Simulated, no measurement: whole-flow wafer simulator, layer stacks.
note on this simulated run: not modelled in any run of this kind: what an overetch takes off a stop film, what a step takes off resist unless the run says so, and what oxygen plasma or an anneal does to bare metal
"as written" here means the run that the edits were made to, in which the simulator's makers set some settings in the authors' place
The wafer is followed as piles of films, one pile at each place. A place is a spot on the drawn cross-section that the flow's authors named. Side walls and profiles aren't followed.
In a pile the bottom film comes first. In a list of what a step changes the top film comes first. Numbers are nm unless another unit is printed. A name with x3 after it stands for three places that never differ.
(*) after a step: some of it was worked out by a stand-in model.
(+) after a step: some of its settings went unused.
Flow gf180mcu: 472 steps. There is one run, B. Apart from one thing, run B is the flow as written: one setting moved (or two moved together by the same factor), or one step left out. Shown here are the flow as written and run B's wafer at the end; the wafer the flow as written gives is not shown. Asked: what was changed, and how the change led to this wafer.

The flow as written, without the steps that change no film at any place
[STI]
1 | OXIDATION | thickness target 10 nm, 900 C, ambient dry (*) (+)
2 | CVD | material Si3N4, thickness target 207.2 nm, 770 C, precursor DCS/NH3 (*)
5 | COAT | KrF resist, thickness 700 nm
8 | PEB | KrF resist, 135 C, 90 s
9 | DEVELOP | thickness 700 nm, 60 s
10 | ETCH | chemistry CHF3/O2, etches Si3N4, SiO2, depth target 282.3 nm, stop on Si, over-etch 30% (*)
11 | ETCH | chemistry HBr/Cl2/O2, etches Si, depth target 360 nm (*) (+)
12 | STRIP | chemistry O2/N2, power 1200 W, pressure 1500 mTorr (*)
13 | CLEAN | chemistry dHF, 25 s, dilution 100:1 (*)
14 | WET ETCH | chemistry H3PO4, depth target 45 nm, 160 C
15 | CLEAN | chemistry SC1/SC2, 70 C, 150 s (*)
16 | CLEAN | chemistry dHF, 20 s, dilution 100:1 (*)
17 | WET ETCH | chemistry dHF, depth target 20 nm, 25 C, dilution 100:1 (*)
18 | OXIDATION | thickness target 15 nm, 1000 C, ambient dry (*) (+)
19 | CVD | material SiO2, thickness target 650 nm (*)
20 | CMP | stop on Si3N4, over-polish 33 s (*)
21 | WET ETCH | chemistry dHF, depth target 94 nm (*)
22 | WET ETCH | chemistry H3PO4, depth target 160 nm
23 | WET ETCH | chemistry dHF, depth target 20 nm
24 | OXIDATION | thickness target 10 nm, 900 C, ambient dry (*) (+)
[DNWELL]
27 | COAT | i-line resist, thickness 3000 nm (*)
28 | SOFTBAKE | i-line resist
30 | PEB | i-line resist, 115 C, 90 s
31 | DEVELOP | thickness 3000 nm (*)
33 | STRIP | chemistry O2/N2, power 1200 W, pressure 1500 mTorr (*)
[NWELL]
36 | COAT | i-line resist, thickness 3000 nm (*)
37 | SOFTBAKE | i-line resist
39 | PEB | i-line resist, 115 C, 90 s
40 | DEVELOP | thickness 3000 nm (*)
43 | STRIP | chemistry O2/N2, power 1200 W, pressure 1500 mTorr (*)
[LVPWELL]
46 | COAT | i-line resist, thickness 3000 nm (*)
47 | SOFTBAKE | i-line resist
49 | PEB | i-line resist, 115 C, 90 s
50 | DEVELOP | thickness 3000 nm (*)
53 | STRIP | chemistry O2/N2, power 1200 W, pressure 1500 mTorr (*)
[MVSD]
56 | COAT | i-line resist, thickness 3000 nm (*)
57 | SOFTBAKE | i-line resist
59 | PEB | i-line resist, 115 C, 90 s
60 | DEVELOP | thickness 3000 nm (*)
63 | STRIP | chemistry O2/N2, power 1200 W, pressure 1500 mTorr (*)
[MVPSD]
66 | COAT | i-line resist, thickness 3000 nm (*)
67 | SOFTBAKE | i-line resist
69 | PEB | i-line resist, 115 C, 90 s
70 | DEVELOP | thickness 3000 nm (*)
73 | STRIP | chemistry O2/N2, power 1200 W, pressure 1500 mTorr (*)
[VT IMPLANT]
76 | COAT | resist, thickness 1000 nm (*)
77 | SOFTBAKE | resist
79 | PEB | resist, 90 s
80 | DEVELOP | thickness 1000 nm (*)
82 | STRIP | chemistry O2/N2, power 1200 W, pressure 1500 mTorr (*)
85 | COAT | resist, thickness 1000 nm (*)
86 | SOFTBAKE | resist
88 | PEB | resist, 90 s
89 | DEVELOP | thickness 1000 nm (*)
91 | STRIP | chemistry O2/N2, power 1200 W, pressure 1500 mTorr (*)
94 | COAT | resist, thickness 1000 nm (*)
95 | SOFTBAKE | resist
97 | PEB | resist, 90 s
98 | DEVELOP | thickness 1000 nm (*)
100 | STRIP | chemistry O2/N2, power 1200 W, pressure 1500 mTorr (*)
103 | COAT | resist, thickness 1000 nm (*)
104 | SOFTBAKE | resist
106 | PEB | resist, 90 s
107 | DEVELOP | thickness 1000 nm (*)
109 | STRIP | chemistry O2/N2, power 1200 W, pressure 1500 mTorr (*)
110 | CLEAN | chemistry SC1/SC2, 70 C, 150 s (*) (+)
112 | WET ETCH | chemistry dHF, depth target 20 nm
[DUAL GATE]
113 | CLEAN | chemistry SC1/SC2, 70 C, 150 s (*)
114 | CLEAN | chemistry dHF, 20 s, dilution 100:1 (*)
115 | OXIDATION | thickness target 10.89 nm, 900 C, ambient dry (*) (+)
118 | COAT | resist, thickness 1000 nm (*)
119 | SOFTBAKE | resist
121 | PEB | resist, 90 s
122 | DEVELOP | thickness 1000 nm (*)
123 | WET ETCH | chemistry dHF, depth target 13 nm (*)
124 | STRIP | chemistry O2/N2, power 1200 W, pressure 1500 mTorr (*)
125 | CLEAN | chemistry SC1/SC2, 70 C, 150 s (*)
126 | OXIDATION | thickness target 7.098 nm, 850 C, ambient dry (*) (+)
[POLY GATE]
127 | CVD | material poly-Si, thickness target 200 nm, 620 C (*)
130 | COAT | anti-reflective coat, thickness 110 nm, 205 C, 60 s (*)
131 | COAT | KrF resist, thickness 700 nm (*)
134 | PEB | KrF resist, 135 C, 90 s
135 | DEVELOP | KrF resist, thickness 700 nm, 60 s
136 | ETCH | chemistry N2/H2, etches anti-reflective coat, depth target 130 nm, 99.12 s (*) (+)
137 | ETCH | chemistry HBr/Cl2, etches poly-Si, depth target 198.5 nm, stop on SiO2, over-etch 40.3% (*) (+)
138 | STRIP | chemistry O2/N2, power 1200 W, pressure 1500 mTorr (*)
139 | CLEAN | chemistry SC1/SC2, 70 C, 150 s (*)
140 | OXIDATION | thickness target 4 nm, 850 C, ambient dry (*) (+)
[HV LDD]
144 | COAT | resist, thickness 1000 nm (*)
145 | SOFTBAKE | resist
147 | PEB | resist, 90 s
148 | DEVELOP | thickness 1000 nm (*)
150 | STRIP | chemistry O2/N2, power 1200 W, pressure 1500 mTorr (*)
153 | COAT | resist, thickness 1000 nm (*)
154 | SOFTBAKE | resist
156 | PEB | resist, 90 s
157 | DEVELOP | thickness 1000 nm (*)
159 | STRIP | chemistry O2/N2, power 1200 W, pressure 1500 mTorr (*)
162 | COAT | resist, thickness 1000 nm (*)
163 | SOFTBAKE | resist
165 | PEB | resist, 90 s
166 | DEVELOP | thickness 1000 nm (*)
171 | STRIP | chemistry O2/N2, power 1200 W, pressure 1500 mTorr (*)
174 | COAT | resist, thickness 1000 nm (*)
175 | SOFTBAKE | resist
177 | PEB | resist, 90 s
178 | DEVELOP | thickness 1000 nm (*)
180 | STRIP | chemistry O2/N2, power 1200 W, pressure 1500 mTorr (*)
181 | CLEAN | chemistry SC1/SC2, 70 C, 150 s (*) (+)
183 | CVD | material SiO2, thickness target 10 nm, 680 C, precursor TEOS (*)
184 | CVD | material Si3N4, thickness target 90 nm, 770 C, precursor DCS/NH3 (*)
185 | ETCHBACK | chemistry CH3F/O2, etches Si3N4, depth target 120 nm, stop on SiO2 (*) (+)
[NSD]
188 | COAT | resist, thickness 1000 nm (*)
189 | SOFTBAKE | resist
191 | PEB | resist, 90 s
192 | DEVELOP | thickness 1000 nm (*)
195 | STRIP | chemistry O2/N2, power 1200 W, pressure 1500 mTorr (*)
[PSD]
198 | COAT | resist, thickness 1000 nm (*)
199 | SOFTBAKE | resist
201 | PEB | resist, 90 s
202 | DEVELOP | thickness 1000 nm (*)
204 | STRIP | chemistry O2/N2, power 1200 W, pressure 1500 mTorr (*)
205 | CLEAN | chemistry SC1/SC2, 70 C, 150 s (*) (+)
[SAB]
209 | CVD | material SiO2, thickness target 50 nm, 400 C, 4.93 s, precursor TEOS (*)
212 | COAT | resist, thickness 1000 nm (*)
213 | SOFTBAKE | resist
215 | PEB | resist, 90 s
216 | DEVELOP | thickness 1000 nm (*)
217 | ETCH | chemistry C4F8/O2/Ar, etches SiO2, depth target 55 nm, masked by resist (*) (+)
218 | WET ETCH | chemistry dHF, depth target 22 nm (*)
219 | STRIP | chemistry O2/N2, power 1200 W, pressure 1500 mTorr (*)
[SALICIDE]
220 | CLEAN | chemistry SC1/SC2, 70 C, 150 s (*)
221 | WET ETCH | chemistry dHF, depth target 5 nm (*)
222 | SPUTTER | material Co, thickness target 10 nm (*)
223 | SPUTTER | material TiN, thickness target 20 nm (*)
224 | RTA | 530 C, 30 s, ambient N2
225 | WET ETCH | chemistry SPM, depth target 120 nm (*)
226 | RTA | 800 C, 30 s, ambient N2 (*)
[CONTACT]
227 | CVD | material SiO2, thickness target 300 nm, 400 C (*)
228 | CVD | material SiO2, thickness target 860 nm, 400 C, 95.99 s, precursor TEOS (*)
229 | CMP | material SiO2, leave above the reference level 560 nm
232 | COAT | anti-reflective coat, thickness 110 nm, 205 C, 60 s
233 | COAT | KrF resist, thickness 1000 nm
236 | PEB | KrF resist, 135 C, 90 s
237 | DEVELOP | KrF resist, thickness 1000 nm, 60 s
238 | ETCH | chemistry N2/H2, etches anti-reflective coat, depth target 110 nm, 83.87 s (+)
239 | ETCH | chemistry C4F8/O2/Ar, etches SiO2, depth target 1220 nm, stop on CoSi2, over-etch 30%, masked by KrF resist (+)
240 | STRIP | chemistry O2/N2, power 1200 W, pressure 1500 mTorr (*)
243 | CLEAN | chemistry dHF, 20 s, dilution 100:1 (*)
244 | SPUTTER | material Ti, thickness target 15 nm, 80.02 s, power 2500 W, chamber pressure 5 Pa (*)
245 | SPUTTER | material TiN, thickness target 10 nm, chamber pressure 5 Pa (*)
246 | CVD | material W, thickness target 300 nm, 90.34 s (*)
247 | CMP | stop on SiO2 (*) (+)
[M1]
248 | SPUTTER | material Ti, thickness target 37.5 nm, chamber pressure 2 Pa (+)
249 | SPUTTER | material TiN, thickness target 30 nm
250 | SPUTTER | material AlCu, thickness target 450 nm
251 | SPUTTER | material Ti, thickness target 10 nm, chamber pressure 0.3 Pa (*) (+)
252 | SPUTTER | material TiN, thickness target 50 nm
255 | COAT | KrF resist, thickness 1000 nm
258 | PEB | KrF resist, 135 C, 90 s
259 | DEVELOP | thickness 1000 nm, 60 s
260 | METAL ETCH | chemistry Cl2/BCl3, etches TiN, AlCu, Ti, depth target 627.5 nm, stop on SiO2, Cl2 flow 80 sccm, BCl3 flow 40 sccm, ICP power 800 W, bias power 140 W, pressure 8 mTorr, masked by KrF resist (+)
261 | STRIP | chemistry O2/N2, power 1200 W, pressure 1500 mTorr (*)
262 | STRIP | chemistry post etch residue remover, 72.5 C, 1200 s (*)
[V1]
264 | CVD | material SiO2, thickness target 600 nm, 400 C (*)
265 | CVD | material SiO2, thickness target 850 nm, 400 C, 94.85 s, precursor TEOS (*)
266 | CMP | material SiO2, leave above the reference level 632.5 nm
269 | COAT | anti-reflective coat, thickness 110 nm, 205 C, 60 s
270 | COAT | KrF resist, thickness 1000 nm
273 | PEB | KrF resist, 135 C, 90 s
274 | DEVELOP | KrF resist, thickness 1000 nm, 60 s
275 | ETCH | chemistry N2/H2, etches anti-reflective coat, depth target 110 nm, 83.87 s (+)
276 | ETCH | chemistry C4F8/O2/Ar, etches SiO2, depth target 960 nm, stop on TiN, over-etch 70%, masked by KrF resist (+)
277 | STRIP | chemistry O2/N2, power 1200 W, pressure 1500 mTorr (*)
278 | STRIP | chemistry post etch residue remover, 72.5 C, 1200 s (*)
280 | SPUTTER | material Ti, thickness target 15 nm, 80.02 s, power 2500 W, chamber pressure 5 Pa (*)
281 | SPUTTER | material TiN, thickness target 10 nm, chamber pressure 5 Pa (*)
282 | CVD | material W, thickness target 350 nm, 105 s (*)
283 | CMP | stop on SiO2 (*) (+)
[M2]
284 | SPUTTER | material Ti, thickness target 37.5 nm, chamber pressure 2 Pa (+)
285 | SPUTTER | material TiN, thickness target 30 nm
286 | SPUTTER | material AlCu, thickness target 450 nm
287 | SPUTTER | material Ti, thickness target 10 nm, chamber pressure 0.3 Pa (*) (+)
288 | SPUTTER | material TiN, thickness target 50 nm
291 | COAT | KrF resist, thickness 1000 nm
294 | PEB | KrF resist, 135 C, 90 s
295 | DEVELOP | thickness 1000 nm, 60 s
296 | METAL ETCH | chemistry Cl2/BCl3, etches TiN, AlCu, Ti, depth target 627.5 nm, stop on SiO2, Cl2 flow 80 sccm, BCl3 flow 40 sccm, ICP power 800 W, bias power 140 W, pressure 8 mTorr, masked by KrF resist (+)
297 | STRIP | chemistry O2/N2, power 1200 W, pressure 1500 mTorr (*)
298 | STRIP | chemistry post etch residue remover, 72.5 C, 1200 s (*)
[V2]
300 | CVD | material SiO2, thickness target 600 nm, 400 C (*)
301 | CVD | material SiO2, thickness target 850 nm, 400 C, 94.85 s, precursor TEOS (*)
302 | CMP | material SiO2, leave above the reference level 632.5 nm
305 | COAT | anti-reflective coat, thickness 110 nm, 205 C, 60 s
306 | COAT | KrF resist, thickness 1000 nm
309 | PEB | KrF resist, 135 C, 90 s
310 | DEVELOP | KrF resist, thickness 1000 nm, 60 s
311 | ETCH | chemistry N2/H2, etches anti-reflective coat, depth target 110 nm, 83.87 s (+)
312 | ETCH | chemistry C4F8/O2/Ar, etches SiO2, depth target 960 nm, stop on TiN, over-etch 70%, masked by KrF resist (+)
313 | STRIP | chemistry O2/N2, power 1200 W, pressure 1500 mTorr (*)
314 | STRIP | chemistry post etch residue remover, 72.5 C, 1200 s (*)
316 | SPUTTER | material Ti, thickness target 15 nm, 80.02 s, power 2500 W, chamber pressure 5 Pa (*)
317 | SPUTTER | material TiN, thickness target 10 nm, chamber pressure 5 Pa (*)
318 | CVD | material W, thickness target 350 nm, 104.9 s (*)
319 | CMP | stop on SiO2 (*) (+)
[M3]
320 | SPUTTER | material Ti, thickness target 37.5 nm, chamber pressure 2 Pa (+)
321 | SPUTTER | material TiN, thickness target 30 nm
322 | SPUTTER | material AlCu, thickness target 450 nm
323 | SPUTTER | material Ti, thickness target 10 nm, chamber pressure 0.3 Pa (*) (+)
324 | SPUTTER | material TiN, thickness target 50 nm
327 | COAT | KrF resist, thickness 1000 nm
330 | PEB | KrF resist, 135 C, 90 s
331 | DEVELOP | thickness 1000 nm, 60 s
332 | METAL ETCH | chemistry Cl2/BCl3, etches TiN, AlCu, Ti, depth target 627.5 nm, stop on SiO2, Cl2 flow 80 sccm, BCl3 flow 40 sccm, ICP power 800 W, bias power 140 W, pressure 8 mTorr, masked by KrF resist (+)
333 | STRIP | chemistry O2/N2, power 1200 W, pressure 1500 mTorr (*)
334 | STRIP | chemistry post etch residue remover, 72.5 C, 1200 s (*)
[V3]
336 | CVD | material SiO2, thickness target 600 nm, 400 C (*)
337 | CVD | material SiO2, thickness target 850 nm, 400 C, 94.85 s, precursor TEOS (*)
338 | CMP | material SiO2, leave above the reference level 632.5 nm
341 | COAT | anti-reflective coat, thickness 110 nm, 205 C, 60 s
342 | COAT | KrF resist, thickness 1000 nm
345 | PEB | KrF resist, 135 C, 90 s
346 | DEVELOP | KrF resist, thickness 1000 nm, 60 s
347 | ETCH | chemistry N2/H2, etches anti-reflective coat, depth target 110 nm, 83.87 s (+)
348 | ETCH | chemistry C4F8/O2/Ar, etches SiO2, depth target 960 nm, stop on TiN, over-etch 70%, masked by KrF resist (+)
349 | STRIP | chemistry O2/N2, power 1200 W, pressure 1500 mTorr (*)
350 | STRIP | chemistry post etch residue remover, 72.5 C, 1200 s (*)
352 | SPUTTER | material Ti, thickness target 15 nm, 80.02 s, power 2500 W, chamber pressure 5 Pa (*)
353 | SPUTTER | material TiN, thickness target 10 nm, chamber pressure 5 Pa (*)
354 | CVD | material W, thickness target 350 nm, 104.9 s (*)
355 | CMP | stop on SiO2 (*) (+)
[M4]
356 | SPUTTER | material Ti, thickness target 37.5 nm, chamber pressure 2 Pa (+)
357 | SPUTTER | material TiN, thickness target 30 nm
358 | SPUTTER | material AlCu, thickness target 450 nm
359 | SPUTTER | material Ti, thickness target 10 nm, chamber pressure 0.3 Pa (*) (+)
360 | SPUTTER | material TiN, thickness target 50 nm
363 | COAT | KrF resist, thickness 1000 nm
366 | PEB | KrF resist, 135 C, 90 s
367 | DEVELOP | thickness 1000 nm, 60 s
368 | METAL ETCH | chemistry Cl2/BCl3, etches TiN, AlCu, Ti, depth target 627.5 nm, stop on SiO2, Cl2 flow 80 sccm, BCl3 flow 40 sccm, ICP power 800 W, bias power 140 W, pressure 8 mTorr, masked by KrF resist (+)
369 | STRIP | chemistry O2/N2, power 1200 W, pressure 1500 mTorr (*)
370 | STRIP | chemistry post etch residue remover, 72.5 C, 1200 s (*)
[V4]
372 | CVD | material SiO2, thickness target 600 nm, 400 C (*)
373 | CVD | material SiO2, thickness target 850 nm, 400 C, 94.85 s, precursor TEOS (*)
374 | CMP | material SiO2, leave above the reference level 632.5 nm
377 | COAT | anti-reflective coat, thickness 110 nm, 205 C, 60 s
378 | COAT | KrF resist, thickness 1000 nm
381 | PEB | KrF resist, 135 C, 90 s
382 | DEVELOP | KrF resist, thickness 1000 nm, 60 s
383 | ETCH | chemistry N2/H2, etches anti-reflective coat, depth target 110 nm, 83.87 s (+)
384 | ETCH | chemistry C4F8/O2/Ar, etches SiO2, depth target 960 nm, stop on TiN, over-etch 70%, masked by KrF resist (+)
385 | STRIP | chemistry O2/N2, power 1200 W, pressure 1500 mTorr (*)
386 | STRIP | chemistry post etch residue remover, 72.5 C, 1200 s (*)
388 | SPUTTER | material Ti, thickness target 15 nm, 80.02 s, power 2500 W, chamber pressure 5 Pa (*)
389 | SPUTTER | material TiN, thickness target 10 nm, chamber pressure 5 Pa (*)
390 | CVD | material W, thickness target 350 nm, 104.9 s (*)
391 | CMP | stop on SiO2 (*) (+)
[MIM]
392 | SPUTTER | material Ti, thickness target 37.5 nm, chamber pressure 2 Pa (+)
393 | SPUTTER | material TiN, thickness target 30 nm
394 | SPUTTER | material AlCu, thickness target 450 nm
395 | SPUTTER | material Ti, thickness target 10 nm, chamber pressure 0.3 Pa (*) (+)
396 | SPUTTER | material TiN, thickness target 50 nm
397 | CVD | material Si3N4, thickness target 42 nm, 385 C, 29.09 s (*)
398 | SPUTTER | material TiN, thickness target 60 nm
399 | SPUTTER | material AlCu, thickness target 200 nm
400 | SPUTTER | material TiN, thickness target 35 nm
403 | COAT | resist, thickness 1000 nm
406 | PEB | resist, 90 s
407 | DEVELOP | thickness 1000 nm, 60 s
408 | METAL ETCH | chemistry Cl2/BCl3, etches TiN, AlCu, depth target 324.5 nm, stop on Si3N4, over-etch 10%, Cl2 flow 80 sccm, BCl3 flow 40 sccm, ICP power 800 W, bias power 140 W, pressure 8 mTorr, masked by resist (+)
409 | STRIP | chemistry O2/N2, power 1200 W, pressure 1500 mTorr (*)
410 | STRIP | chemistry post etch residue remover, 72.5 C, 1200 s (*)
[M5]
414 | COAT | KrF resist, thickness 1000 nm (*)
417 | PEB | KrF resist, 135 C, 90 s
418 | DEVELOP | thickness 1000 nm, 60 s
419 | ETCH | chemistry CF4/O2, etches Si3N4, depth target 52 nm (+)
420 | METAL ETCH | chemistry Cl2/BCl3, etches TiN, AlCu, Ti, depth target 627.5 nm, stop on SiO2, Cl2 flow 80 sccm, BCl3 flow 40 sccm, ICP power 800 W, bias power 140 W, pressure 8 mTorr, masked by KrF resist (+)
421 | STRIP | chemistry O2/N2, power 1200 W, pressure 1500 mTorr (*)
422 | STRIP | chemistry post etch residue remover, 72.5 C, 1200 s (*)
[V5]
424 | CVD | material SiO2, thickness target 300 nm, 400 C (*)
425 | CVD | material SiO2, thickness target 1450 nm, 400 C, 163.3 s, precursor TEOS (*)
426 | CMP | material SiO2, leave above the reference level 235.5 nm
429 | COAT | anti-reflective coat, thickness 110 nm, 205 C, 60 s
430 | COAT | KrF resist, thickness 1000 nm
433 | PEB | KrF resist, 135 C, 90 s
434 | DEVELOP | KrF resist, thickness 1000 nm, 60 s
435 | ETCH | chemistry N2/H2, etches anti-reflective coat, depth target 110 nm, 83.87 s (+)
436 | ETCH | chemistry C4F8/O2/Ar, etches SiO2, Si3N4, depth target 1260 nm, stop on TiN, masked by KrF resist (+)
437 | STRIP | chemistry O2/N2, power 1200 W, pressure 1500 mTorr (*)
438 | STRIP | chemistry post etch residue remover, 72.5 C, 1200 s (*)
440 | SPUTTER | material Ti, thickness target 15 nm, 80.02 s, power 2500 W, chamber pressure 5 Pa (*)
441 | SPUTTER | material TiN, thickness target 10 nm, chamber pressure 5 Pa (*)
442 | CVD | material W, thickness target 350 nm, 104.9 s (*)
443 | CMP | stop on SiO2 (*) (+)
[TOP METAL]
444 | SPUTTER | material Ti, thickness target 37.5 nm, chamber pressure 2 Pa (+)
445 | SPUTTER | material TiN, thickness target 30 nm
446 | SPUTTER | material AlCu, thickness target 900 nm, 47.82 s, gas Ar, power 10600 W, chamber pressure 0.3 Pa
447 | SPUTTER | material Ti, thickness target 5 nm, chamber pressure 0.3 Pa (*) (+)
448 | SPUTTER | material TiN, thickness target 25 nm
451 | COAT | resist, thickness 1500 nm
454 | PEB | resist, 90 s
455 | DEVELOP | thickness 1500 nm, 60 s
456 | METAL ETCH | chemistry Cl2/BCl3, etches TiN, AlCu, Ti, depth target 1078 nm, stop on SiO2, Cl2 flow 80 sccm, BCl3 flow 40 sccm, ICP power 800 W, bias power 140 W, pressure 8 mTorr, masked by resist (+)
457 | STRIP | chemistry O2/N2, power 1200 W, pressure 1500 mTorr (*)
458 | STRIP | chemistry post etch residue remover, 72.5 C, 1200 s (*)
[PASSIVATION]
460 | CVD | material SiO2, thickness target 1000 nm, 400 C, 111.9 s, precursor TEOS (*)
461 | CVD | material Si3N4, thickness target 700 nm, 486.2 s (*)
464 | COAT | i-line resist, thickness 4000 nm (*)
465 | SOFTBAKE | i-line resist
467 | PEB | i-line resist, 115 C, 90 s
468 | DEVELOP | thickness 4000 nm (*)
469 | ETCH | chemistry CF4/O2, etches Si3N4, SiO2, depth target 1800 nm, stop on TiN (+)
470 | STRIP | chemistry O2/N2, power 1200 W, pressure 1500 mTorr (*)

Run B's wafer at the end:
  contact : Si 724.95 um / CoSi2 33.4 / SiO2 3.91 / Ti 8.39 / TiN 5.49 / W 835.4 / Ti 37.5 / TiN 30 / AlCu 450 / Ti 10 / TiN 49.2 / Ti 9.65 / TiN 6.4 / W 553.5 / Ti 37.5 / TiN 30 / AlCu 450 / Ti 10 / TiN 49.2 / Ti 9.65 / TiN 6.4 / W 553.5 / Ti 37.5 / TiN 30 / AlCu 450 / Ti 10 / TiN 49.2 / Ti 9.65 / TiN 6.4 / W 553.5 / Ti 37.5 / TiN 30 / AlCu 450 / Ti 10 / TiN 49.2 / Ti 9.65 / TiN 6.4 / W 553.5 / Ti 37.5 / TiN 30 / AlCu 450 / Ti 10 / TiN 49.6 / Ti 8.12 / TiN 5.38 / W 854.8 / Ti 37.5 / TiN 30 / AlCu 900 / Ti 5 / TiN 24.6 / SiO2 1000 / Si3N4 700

The reason: step 239, ETCH: depth target 854 nm was run, while the flow as written has depth target 1220 nm.

How this came from the change, step by step:
  239 | ETCH | chemistry C4F8/O2/Ar, etches SiO2, depth target 1220 nm, stop on CoSi2, over-etch 30%, masked by KrF resist (+)
      contact: SiO2 loses 854 (in the flow as written it would be: SiO2 loses 859.2 (all of it))
      field, field__w1, field__w2 and 105 more: KrF resist loses 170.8 (in the flow as written it would be: KrF resist loses 223.4)
  240 | STRIP | chemistry O2/N2, power 1200 W, pressure 1500 mTorr (*)
      field, field__w1, field__w2 and 105 more: KrF resist loses 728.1 (all of it), anti-reflective coat loses 110 (all of it) (in the flow as written it would be: KrF resist loses 675.6 (all of it), anti-reflective coat loses 110 (all of it))
  243 | CLEAN | chemistry dHF, 20 s, dilution 100:1 (*)
      contact: SiO2 loses 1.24 (in the flow as written it would be: CoSi2 loses 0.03)
Taking metal films that touch as one body, contact has 2 bodies (between them, from the top down: SiO2 3.91); the flow as written gives 1 body.
